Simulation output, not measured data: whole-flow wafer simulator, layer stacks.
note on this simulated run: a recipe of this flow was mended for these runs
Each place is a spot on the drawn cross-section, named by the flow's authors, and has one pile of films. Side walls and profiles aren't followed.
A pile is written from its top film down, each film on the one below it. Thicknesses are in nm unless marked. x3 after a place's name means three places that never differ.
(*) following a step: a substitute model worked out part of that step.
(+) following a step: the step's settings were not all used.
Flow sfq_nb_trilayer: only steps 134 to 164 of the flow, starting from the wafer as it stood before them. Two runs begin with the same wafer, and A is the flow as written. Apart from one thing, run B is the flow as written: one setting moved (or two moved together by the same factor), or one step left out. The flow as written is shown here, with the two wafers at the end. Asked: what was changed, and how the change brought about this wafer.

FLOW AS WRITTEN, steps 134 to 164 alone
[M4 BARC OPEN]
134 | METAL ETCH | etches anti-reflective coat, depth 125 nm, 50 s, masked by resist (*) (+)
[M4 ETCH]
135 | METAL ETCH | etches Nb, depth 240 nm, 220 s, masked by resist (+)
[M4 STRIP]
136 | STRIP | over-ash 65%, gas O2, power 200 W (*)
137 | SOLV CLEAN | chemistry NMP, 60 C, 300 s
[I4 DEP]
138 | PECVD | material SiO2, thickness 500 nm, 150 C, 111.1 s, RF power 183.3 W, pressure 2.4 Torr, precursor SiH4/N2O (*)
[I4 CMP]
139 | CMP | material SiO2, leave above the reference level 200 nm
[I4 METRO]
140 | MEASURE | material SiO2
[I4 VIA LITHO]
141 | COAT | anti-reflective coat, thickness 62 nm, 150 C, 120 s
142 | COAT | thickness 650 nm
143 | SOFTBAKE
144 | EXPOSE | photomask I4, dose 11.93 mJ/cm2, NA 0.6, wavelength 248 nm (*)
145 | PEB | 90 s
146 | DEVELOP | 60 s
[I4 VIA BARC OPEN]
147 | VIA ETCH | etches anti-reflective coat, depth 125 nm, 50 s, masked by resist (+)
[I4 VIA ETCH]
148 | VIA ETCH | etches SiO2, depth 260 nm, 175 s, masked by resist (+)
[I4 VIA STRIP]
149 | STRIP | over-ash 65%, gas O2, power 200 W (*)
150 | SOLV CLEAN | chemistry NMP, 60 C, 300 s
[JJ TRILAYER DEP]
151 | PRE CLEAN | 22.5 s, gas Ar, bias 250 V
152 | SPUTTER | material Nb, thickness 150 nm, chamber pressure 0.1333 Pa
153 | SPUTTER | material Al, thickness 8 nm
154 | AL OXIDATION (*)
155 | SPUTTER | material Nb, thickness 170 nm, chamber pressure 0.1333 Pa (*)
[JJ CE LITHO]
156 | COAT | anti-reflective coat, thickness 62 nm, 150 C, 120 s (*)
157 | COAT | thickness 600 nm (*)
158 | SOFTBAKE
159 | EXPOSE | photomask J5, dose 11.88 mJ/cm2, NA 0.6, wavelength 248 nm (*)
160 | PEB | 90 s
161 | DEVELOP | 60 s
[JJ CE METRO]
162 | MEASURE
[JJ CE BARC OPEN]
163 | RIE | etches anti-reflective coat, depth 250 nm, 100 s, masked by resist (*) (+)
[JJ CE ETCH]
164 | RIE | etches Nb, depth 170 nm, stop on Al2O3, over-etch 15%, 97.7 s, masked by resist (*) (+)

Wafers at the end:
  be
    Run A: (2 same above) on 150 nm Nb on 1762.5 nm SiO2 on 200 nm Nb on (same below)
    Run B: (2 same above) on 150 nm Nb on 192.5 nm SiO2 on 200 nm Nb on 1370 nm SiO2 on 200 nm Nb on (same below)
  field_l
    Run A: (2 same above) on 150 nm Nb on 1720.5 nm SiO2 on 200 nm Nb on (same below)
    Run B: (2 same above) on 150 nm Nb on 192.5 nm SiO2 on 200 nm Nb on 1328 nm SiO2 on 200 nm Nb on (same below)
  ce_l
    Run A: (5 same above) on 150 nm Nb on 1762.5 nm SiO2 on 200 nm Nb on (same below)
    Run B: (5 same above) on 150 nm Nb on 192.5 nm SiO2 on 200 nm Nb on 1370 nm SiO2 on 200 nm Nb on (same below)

Cause: step 135, METAL ETCH: etches Nb, depth 240 nm, 220 s, masked by resist (+), was not run.

Step by step, how the change led to this:
  136 | STRIP | over-ash 65%, gas O2, power 200 W (*)
      p4_fl x5, p4_w1 x9, wl_j_sl x14, wl_jj: A -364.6 KrF-resist-other-grade (all of it), -62 anti-reflective coat (all of it) | B -505.8 KrF-resist-other-grade (all of it), -62 anti-reflective coat (all of it)
      ln_m5, lsp_m: A -364 KrF-resist-other-grade (all of it), -62.3 anti-reflective coat (all of it) | B -505.2 KrF-resist-other-grade (all of it), -62.3 anti-reflective coat (all of it)
      (also at 8 further places)
  138 | PECVD | material SiO2, thickness 500 nm, 150 C, 111.1 s, RF power 183.3 W, pressure 2.4 Torr, precursor SiH4/N2O (*)
      field_l, be, be_sur and 55 more: A +500 SiO2 | B +500 SiO2 (new film)
      p3_s0 x6: A +561.1 SiO2 | B +500 SiO2 (new film)
      (also at 3 further places)
  139 | CMP | material SiO2, leave above the reference level 200 nm
      field_l, be, be_sur and 55 more: A -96 SiO2 | B -300 SiO2
      p3_s0 x6: A -157.1 SiO2 | B -300 SiO2
      (also at 3 further places)
With metal films that touch counted as one body, be has 3 bodies (between them, from the top down: SiO2 192.5; SiO2 1370); the flow as written gives 2 bodies (between them, from the top down: SiO2 1762.5).
With metal films that touch counted as one body, field_l has 4 bodies (between them, from the top down: SiO2 192.5; SiO2 1328; SiO2 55); the flow as written gives 3 bodies (between them, from the top down: SiO2 1720.5; SiO2 55).
With metal films that touch counted as one body, ce_l has 4 bodies (between them, from the top down: Al2O3 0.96; SiO2 192.5; SiO2 1370); the flow as written gives 3 bodies (between them, from the top down: Al2O3 0.96; SiO2 1762.5).
